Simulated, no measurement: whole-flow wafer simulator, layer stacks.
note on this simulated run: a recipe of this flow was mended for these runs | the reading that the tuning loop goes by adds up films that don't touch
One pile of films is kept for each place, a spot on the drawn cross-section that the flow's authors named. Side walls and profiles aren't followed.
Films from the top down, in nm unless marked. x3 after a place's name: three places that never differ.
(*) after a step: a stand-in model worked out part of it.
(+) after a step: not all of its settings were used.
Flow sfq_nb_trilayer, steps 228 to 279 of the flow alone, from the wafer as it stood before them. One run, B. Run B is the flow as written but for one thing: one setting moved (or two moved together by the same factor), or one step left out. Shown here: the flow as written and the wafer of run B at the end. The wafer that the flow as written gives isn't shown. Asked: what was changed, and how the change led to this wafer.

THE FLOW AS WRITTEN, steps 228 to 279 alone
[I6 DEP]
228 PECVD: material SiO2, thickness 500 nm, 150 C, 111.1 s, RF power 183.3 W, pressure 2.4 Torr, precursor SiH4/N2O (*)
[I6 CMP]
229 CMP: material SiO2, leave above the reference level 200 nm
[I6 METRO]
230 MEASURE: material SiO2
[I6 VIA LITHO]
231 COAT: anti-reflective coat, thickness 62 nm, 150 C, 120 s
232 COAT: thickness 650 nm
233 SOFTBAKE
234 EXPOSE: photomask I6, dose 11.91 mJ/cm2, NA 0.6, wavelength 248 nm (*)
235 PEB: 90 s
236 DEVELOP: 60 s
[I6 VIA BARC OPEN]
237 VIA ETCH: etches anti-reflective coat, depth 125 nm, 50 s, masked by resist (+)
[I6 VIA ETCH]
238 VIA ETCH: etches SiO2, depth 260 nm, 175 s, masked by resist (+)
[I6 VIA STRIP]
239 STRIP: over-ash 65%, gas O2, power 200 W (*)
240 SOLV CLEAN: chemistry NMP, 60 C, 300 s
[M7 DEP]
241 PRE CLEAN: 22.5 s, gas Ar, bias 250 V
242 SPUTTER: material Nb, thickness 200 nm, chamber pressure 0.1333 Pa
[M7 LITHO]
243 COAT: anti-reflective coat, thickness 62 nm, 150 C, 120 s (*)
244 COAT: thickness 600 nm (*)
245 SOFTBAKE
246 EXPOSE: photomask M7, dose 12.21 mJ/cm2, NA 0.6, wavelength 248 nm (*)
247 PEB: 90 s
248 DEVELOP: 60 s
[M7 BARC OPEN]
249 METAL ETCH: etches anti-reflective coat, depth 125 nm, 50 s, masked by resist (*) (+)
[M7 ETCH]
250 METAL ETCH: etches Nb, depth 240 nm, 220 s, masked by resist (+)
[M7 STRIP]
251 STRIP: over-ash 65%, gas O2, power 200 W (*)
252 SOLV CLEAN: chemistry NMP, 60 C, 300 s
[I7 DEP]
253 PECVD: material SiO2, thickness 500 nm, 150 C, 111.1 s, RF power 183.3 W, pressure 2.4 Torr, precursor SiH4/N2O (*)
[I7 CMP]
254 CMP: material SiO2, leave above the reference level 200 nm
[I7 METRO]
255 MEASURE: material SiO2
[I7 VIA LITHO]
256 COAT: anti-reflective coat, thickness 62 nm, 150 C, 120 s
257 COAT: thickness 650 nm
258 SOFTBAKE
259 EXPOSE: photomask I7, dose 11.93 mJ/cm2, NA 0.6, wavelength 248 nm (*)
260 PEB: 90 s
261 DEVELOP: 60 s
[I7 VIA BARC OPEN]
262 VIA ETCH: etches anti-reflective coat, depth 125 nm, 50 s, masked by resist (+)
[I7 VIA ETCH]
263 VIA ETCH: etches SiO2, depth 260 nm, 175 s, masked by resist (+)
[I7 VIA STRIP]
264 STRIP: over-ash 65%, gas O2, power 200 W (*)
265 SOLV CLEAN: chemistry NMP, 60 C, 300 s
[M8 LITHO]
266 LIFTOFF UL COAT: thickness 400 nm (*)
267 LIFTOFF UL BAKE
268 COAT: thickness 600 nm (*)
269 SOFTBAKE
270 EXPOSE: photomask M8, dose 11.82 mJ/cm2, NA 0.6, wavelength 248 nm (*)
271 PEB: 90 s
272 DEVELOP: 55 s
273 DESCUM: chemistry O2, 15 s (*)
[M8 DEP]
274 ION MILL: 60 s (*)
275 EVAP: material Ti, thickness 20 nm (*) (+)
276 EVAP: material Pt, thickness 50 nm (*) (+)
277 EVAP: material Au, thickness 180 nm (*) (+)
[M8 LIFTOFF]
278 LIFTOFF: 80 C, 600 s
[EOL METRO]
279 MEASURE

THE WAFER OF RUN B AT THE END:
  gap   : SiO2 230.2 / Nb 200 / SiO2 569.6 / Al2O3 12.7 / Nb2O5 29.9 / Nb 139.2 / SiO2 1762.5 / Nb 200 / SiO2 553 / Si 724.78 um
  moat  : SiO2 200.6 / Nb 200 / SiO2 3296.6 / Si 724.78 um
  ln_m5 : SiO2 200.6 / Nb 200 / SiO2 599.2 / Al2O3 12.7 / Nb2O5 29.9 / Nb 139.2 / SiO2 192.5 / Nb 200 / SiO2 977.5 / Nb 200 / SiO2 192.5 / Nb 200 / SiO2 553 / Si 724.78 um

The cause: step 228, PECVD: thickness 408.6 nm was run, where the flow has thickness 500 nm; step 228, PECVD: 90.8 s was run, where the flow has 111.1 s.

How the change led to this, step by step:
  228 PECVD: material SiO2, thickness 500 nm, 150 C, 111.1 s, RF power 183.3 W, pressure 2.4 Torr, precursor SiH4/N2O (*)
      field_l, p4_fl, p4_fm and 62 more: SiO2 +408.6 (as written it would be: SiO2 +500)
      v_sur, via_wl, via_w and 21 more: SiO2 +408.6 (new film) (as written it would be: SiO2 +500 (new film))
      (and at 17 more places)
  229 CMP: material SiO2, leave above the reference level 200 nm
      moat, field_r, lsp_l, ln_m5, lsp_m: nothing (as written it would be: SiO2 -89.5)
      lsp_r, l0_sur, l0v: nothing (as written it would be: SiO2 -87.7)
      (and at 98 more places)
  231 COAT: anti-reflective coat, thickness 62 nm, 150 C, 120 s
      be_sur, jj_sur: anti-reflective coat +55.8 (new film) (as written it would be: anti-reflective coat +62 (new film))
      be: anti-reflective coat +59.9 (new film) (as written it would be: anti-reflective coat +62 (new film))
      (and at 3 more places)
  239 STRIP: over-ash 65%, gas O2, power 200 W (*)
      be: KrF-resist-other-grade -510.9 (all of it), anti-reflective coat -59.9 (all of it) (as written it would be: KrF-resist-other-grade -510.8 (all of it), anti-reflective coat -62 (all of it))
      be_sur: KrF-resist-other-grade -513.9 (all of it), anti-reflective coat -55.8 (all of it) (as written it would be: KrF-resist-other-grade -510.8 (all of it), anti-reflective coat -62 (all of it))
      (and at 4 more places)
  243 COAT: anti-reflective coat, thickness 62 nm, 150 C, 120 s (*)
      be: anti-reflective coat +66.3 (new film) (as written it would be: anti-reflective coat +68.4 (new film))
      be_sur: anti-reflective coat +61.6 (new film) (as written it would be: anti-reflective coat +70.3 (new film))
      (and at 4 more places)
  251 STRIP: over-ash 65%, gas O2, power 200 W (*)
      be: KrF-resist-other-grade -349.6 (all of it), anti-reflective coat -66.3 (all of it) (as written it would be: KrF-resist-other-grade -350 (all of it), anti-reflective coat -68.4 (all of it))
      be_sur: KrF-resist-other-grade -358.2 (all of it), anti-reflective coat -61.6 (all of it) (as written it would be: KrF-resist-other-grade -353.8 (all of it), anti-reflective coat -70.3 (all of it))
      (and at 4 more places)
  254 CMP: material SiO2, leave above the reference level 200 nm
      l0_sur, l0v: SiO2 -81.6 (as written it would be: SiO2 -83.6)
      gap: SiO2 -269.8 (as written it would be: SiO2 -300)
